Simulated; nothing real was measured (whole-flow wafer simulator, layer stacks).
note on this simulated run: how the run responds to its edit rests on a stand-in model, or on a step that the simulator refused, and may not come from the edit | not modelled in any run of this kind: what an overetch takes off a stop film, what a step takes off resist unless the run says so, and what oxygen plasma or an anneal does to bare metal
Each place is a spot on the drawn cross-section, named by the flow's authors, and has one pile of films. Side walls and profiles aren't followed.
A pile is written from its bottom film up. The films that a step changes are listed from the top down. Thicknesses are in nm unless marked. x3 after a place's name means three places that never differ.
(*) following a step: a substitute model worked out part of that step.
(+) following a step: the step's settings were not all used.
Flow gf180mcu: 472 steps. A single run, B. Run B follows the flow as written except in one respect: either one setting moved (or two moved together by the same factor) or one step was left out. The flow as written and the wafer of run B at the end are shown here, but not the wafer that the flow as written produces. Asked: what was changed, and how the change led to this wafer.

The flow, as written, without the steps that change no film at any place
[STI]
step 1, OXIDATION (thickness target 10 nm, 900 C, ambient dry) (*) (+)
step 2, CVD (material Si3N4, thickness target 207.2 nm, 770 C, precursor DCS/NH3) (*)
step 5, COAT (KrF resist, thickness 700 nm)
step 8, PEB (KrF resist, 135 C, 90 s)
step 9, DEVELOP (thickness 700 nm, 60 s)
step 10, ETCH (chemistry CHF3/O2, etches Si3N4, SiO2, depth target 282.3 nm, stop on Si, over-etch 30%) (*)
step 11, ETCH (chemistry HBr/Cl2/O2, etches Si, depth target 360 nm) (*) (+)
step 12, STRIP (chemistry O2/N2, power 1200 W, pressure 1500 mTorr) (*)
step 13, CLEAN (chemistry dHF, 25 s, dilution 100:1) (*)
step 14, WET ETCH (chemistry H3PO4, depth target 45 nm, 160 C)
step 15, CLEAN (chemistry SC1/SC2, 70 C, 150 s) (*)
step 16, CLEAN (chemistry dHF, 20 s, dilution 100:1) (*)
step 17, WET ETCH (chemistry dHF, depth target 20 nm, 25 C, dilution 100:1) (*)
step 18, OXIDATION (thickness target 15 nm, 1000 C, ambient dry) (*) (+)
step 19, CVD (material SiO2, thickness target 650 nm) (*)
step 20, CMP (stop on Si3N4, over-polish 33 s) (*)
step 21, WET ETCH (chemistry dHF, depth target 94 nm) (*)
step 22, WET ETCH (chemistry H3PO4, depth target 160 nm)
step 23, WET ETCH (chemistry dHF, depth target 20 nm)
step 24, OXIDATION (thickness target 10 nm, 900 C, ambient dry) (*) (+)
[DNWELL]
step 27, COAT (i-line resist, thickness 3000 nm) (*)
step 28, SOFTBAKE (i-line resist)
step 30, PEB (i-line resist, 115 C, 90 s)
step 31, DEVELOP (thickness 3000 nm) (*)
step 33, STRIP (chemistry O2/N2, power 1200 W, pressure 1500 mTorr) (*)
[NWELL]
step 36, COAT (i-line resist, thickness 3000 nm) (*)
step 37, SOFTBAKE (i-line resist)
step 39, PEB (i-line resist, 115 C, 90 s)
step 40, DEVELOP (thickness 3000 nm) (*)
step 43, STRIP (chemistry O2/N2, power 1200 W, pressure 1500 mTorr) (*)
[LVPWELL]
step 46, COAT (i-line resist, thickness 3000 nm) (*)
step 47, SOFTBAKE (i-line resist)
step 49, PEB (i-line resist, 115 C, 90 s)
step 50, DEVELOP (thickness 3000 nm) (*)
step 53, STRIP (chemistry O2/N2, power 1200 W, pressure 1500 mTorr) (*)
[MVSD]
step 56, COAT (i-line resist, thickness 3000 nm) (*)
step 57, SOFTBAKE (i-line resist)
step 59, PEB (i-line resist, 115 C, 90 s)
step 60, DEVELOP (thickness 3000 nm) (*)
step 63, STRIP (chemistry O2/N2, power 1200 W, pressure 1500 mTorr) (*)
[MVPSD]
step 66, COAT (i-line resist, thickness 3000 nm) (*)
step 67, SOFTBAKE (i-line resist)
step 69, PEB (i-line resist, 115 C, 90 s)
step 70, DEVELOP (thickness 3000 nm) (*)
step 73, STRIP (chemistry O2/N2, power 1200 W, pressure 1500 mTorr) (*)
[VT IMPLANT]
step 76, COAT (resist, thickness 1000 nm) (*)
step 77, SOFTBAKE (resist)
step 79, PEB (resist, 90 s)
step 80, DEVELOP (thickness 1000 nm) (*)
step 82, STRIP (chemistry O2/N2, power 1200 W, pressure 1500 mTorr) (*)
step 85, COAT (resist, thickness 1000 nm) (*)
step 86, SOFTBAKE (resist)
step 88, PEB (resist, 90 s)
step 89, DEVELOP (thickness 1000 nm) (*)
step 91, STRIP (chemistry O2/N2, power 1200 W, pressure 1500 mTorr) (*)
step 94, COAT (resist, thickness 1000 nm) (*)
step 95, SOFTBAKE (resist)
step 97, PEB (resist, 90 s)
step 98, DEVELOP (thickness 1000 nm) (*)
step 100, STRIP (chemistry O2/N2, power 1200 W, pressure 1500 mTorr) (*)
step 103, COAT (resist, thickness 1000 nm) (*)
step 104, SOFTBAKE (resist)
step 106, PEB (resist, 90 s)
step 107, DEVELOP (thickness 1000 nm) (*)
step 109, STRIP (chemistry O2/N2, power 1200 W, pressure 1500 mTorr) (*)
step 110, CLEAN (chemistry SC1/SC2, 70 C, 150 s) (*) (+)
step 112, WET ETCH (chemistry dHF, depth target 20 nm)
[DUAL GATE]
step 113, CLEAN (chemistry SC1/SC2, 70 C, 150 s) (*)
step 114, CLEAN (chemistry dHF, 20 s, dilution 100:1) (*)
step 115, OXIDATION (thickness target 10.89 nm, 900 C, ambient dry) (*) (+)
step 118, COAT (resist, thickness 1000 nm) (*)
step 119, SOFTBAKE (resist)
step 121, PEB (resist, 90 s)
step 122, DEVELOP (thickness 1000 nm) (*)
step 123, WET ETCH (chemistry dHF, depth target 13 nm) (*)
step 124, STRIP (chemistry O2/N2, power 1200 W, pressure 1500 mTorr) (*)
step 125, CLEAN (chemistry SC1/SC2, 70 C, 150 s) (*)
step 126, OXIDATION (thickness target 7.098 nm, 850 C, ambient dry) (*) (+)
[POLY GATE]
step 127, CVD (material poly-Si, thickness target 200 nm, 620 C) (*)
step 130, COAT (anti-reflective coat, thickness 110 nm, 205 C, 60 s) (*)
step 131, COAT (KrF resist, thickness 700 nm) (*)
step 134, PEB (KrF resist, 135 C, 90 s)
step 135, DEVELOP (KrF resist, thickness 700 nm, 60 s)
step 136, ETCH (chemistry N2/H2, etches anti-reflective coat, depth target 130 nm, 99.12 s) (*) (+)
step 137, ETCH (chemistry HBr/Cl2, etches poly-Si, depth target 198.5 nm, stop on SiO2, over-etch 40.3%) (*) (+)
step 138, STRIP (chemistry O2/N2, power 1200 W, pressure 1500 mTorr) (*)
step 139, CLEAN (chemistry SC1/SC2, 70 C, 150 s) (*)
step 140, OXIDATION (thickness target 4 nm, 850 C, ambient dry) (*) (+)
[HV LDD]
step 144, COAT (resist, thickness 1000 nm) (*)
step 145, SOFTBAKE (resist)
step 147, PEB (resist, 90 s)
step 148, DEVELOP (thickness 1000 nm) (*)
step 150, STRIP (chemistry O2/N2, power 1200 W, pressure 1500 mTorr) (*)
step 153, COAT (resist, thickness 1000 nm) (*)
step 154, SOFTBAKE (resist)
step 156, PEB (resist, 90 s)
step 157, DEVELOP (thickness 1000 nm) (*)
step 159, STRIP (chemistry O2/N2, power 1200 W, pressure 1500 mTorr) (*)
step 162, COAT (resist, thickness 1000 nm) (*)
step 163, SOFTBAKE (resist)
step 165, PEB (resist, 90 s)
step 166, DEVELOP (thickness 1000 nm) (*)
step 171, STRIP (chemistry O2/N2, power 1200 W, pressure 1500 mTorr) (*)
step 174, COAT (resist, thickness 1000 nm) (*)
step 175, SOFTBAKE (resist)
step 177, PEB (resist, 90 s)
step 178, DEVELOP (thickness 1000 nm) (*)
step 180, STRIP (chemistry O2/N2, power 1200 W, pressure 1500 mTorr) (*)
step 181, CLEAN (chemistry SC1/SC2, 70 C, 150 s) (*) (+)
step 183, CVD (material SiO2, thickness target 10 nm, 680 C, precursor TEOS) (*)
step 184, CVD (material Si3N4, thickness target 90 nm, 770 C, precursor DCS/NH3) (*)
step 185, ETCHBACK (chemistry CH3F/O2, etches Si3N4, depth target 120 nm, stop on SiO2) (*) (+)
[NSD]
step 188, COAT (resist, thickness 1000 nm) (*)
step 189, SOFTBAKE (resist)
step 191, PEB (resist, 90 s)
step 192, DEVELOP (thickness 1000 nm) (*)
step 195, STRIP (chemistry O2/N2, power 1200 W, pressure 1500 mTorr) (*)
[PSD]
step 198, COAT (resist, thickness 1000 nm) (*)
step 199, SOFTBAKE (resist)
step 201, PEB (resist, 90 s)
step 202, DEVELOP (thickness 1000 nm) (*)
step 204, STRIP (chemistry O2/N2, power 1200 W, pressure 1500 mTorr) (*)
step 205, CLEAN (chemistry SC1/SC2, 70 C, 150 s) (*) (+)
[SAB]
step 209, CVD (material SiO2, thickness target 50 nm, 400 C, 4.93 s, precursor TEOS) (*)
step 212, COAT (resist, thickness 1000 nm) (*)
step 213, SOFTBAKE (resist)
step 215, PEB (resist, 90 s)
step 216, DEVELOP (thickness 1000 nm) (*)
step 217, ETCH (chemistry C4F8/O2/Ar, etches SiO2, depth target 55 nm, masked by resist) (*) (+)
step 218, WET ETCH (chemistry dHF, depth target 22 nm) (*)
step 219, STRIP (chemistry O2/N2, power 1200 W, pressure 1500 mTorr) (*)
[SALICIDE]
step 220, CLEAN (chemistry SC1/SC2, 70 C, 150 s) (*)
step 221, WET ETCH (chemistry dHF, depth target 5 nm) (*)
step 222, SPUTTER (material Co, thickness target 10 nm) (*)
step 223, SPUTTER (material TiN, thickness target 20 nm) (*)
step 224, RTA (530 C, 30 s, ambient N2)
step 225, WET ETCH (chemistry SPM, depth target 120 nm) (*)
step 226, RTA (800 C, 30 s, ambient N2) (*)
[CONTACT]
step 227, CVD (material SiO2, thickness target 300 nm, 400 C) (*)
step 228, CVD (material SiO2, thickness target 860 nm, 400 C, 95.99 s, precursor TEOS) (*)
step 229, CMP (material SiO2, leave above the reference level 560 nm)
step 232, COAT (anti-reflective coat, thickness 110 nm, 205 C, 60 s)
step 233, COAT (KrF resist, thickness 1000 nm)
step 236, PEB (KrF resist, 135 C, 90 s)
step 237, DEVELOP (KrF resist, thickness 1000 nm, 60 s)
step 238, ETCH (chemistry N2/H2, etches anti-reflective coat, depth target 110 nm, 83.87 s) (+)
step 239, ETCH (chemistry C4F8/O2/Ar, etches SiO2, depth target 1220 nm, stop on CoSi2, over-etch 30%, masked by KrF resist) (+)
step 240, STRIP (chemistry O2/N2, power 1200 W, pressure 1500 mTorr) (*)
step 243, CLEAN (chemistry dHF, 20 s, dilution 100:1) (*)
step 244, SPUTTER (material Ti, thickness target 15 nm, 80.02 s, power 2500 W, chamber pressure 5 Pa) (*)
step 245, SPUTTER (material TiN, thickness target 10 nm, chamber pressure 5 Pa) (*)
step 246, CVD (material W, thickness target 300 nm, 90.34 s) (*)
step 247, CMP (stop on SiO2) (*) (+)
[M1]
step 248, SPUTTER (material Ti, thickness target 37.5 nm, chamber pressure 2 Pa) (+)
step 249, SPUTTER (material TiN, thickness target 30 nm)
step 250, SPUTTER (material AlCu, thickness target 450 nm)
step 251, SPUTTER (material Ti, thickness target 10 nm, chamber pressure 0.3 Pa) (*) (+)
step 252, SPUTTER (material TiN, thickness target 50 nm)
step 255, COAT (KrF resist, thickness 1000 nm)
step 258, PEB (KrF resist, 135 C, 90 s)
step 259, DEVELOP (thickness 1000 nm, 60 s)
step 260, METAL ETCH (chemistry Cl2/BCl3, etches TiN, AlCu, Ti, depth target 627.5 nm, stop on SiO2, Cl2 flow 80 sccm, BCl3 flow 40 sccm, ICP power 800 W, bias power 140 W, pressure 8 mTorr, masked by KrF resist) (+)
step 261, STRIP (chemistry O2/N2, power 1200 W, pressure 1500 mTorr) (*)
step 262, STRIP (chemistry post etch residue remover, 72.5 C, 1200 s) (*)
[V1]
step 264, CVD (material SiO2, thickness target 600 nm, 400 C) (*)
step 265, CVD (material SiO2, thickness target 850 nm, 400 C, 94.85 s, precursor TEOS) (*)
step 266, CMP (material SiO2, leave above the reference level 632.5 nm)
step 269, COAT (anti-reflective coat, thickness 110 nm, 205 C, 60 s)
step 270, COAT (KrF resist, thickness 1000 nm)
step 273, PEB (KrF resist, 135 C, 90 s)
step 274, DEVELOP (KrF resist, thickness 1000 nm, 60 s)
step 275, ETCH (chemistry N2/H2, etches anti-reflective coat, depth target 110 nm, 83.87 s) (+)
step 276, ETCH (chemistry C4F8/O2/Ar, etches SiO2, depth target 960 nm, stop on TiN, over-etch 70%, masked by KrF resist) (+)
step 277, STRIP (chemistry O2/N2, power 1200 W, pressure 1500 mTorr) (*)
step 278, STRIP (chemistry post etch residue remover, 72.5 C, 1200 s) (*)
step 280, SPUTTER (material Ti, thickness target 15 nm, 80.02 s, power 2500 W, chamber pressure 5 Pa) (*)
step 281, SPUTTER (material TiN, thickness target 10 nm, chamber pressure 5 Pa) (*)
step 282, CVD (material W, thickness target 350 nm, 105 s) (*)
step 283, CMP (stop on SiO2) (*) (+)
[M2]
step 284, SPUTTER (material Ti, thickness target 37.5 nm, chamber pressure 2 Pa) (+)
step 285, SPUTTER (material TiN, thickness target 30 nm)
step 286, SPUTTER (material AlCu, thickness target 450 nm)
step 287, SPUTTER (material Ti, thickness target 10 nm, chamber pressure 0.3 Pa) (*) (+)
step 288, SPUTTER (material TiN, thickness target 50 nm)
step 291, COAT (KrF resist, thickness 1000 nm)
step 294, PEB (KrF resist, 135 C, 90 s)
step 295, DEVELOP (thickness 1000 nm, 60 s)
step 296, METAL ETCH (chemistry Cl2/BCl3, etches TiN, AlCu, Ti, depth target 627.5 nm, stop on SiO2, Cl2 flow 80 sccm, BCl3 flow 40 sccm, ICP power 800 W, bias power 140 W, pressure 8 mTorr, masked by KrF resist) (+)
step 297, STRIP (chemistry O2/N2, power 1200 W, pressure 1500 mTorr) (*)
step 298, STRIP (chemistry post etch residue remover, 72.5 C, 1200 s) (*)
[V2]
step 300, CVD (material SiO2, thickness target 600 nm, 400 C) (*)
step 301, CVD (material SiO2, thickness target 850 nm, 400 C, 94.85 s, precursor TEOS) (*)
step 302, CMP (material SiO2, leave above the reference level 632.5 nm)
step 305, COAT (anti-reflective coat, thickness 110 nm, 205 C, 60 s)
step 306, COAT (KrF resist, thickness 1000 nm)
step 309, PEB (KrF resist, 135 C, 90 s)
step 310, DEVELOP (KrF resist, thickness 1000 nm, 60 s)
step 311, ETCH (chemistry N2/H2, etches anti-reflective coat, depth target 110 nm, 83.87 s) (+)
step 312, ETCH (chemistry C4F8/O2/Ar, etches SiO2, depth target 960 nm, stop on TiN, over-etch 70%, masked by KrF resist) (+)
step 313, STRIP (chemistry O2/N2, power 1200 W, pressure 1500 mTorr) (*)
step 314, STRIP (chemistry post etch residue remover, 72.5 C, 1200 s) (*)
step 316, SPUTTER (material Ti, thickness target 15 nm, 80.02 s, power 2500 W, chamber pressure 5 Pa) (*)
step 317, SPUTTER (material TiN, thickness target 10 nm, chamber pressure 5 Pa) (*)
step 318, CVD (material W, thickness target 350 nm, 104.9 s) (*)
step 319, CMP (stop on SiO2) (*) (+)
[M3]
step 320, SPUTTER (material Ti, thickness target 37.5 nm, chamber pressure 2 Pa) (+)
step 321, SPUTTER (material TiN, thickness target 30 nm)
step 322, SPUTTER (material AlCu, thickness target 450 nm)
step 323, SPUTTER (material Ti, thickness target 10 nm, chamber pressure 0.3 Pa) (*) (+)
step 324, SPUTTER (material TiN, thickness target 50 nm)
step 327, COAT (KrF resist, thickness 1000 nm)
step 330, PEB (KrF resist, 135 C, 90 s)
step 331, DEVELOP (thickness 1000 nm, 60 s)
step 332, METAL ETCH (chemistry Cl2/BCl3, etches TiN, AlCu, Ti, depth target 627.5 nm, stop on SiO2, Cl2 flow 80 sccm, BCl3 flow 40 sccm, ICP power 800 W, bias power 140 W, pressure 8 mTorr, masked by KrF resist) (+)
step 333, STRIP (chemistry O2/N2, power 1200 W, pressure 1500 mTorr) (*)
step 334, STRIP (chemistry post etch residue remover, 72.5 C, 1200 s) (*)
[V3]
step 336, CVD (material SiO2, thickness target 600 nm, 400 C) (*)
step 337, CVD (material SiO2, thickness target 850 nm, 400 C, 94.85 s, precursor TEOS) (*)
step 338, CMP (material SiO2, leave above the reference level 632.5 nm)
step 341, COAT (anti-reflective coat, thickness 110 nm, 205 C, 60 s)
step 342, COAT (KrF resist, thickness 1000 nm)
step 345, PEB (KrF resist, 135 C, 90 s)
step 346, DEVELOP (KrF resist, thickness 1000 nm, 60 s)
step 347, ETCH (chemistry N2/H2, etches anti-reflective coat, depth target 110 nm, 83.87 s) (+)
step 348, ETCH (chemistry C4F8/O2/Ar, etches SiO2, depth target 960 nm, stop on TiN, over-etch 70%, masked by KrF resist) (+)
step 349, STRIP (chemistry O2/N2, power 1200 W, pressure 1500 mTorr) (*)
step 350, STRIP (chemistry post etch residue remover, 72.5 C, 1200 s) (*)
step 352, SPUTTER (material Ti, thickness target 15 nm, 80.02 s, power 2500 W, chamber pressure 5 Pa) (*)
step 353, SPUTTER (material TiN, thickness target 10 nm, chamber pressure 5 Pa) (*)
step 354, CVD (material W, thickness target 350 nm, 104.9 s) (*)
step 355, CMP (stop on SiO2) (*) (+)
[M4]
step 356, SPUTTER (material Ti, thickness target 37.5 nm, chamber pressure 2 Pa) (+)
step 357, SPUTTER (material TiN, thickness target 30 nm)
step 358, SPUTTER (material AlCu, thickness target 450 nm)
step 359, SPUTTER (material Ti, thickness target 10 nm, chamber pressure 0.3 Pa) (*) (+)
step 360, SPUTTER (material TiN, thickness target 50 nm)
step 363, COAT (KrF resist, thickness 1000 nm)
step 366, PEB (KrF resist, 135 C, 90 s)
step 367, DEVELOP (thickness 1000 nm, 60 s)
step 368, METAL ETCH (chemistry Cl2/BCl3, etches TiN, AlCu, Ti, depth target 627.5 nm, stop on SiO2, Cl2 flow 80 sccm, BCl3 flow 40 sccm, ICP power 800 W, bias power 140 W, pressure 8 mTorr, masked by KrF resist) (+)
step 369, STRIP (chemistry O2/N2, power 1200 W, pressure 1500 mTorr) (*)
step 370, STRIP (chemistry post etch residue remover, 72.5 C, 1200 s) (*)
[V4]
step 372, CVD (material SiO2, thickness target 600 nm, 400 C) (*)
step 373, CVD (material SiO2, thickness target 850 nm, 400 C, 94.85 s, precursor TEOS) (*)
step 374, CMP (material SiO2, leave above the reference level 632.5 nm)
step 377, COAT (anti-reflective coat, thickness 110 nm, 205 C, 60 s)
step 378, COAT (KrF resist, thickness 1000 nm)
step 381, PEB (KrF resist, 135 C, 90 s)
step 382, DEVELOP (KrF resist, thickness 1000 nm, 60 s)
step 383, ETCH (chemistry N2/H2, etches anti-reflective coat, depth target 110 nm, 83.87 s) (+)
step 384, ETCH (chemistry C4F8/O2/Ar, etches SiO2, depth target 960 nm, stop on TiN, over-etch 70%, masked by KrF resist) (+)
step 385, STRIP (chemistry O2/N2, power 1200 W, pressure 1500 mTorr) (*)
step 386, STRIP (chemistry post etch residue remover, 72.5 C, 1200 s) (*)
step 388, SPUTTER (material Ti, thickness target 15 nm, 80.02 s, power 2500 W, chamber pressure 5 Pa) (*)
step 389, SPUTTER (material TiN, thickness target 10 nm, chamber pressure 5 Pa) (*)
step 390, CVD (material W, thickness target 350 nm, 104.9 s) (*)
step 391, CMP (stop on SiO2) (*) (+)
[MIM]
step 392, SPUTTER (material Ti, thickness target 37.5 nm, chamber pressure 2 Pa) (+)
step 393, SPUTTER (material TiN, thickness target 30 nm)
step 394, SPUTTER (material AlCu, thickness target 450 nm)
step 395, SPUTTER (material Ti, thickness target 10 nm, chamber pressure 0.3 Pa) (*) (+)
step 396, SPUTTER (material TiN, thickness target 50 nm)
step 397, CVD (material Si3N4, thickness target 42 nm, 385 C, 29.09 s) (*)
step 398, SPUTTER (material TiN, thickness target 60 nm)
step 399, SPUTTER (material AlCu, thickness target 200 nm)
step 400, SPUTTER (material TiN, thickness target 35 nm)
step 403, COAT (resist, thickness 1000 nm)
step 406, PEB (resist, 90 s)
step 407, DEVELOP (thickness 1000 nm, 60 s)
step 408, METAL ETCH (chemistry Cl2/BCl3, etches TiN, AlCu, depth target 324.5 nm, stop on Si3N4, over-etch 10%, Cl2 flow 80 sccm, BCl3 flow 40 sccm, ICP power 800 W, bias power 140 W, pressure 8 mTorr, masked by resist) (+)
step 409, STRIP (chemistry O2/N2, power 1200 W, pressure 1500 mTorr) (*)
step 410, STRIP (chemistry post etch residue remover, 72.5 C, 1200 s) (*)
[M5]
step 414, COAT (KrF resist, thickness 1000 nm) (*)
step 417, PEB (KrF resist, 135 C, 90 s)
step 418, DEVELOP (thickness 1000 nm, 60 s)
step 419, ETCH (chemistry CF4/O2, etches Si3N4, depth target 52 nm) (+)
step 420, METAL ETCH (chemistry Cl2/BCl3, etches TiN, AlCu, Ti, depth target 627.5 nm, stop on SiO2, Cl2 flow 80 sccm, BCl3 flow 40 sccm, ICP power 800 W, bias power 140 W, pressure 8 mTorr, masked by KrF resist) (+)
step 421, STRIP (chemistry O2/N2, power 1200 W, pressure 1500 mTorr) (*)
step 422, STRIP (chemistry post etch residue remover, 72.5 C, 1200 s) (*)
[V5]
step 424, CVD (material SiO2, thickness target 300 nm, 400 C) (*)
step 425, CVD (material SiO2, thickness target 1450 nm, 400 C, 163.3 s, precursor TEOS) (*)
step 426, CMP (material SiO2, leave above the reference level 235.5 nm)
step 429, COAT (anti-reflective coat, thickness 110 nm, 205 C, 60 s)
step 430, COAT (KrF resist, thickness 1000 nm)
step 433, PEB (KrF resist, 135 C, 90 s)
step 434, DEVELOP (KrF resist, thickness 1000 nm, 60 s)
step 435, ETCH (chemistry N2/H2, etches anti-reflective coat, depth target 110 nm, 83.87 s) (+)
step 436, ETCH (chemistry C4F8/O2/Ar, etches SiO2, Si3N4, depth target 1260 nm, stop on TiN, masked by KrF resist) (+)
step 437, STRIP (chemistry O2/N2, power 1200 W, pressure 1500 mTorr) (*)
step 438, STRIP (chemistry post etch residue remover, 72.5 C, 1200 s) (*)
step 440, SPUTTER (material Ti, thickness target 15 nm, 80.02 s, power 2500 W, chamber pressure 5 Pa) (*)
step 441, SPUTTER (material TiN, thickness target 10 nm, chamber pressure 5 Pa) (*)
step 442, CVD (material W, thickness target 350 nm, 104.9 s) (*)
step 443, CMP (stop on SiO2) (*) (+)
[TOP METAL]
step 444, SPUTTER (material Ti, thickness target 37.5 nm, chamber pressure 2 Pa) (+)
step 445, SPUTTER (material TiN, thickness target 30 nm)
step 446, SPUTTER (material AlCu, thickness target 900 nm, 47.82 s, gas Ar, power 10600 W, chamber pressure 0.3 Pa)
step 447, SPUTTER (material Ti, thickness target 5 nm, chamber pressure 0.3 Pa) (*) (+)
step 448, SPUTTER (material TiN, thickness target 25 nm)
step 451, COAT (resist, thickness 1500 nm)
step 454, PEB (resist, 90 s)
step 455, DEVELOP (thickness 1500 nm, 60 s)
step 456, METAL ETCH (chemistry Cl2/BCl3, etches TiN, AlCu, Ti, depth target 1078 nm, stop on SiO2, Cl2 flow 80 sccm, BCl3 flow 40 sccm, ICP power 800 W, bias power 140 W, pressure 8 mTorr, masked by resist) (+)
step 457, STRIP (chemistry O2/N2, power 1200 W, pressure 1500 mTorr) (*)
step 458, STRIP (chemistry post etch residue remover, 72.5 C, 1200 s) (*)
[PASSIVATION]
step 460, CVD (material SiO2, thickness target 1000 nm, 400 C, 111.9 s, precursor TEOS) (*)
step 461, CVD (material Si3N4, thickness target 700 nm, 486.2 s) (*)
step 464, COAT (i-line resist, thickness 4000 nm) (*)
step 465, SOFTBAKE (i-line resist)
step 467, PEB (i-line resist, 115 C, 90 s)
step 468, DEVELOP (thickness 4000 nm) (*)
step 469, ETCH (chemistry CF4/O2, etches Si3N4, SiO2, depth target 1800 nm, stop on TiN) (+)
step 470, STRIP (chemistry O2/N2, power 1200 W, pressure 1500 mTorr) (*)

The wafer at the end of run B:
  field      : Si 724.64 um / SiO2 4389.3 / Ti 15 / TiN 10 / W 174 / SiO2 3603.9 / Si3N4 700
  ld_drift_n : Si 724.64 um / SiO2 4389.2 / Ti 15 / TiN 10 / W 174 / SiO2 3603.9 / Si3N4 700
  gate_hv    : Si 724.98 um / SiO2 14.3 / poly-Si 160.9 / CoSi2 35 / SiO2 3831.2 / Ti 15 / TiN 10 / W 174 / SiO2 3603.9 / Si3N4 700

The reason: step 301, CVD: material SiO2, thickness target 850 nm, 400 C, 94.85 s, precursor TEOS (*), was omitted.

How this came from the change, step by step:
  step 302, CMP (material SiO2, leave above the reference level 632.5 nm)
      field, field__w1, field__w2 and 103 more: nothing (as written it would have been: SiO2 loses 300)
      field__w8, contact, m1, m1__w1, m1_nw: SiO2 loses 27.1 (as written it would have been: SiO2 loses 877.1)
  step 305, COAT (anti-reflective coat, thickness 110 nm, 205 C, 60 s)
      p_well, sti, spacer, sd_n, mim_1p0, pad, dice_street: anti-reflective coat gains 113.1 (new film) (as written it would have been: anti-reflective coat gains 110 (new film))
      field: anti-reflective coat gains 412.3 (new film) (as written it would have been: anti-reflective coat gains 110 (new film))
      (as well as at 34 more places)
  step 306, COAT (KrF resist, thickness 1000 nm)
      field: KrF resist gains 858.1 (new film) (as written it would have been: KrF resist gains 1000 (new film))
      field__w5: KrF resist gains 1032.7 (new film) (as written it would have been: KrF resist gains 1000 (new film))
      (as well as at 27 more places)
  step 309, PEB (KrF resist, 135 C, 90 s)
      polyc_n, polyc_n_rim: KrF resist loses 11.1 (as written it would have been: KrF resist loses 6.68)
      field: KrF resist loses 5.04 (as written it would have been: KrF resist loses 6.68)
      (as well as at 17 more places)
  step 310, DEVELOP (KrF resist, thickness 1000 nm, 60 s)
      contact: KrF resist loses 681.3 (all of it) (as written it would have been: KrF resist loses 993.3 (all of it))
  step 311, ETCH (chemistry N2/H2, etches anti-reflective coat, depth target 110 nm, 83.87 s) (+)
      contact: anti-reflective coat loses 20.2 (all of it), SiO2 loses 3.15 (as written it would have been: anti-reflective coat loses 110 (all of it), SiO2 loses 0.85)
  step 313, STRIP (chemistry O2/N2, power 1200 W, pressure 1500 mTorr) (*)
      p_well, sti, spacer, sd_n, mim_1p0, pad, dice_street: KrF resist loses 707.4 (all of it), anti-reflective coat loses 113.1 (all of it) (as written it would have been: KrF resist loses 706.9 (all of it), anti-reflective coat loses 110 (all of it))
      field: KrF resist loses 566.7 (all of it), anti-reflective coat loses 412.3 (all of it) (as written it would have been: KrF resist loses 706.9 (all of it), anti-reflective coat loses 110 (all of it))
      (as well as at 37 more places)
  step 316, SPUTTER (material Ti, thickness target 15 nm, 80.02 s, power 2500 W, chamber pressure 5 Pa) (*)
      contact: Ti gains 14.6 (new film) (as written it would have been: Ti gains 9.65 (new film))
  step 317, SPUTTER (material TiN, thickness target 10 nm, chamber pressure 5 Pa) (*)
      contact: TiN gains 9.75 (new film) (as written it would have been: TiN gains 6.4 (new film))
  step 318, CVD (material W, thickness target 350 nm, 104.9 s) (*)
      contact: W gains 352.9 (new film) (as written it would have been: W gains 932.3 (new film))
  step 319, CMP (stop on SiO2) (*) (+)
      contact: W loses 352.9 (all of it), TiN loses 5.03 (as written it would have been: W loses 378.8)
      field__w8, m1, m1__w1, m1_nw: W loses 350 (all of it), TiN loses 10 (all of it), Ti loses 15 (all of it), SiO2 loses 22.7 (as written it would have been: W loses 350 (all of it), TiN loses 10 (all of it), Ti loses 15 (all of it), SiO2 loses 3.78)
  step 323, SPUTTER (material Ti, thickness target 10 nm, chamber pressure 0.3 Pa) (*) (+)
      field__w5: Ti gains 9.25 (new film) (as written it would have been: Ti gains 10 (new film))
  step 327, COAT (KrF resist, thickness 1000 nm)
      field: KrF resist gains 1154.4 (new film) (as written it would have been: KrF resist gains 1000 (new film))
      field__w8: KrF resist gains 618.2 (new film) (as written it would have been: KrF resist gains 1000 (new film))
      (as well as at 11 more places)
  step 330, PEB (KrF resist, 135 C, 90 s)
      field: KrF resist loses 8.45 (as written it would have been: KrF resist loses 6.68)
      field__w8: KrF resist loses 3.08 (as written it would have been: KrF resist loses 6.68)
      (as well as at 8 more places)
  step 331, DEVELOP (thickness 1000 nm, 60 s)
      field: KrF resist loses 1145.9 (all of it) (as written it would have been: KrF resist loses 993.3 (all of it))
      n_well: KrF resist loses 1109.3 (all of it) (as written it would have been: KrF resist loses 993.3 (all of it))
      (as well as at 6 more places)
  step 332, METAL ETCH (chemistry Cl2/BCl3, etches TiN, AlCu, Ti, depth target 627.5 nm, stop on SiO2, Cl2 flow 80 sccm, BCl3 flow 40 sccm, ICP power 800 W, bias power 140 W, pressure 8 mTorr, masked by KrF resist) (+)
      field__w5: TiN loses 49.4 (all of it), Ti loses 9.25 (all of it), AlCu loses 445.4 (all of it), TiN loses 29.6 (all of it), Ti loses 37.5 (all of it) (as written it would have been: TiN loses 50 (all of it), Ti loses 10 (all of it), AlCu loses 450 (all of it), TiN loses 30 (all of it), Ti loses 37.5 (all of it))
  ... 16 further steps ...
  step 374, CMP (material SiO2, leave above the reference level 632.5 nm)
      field, field__w1, field__w2 and 103 more: SiO2 loses 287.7 (as written it would have been: SiO2 loses 300)
Taking metal films that touch as one body, field has 1 body; the flow as written gives 0 bodies.
Taking metal films that touch as one body, ld_drift_n has 1 body; the flow as written gives 0 bodies.
Taking metal films that touch as one body, gate_hv has 2 bodies (between them, from the top down: SiO2 3831.2); the flow as written gives 1 body.
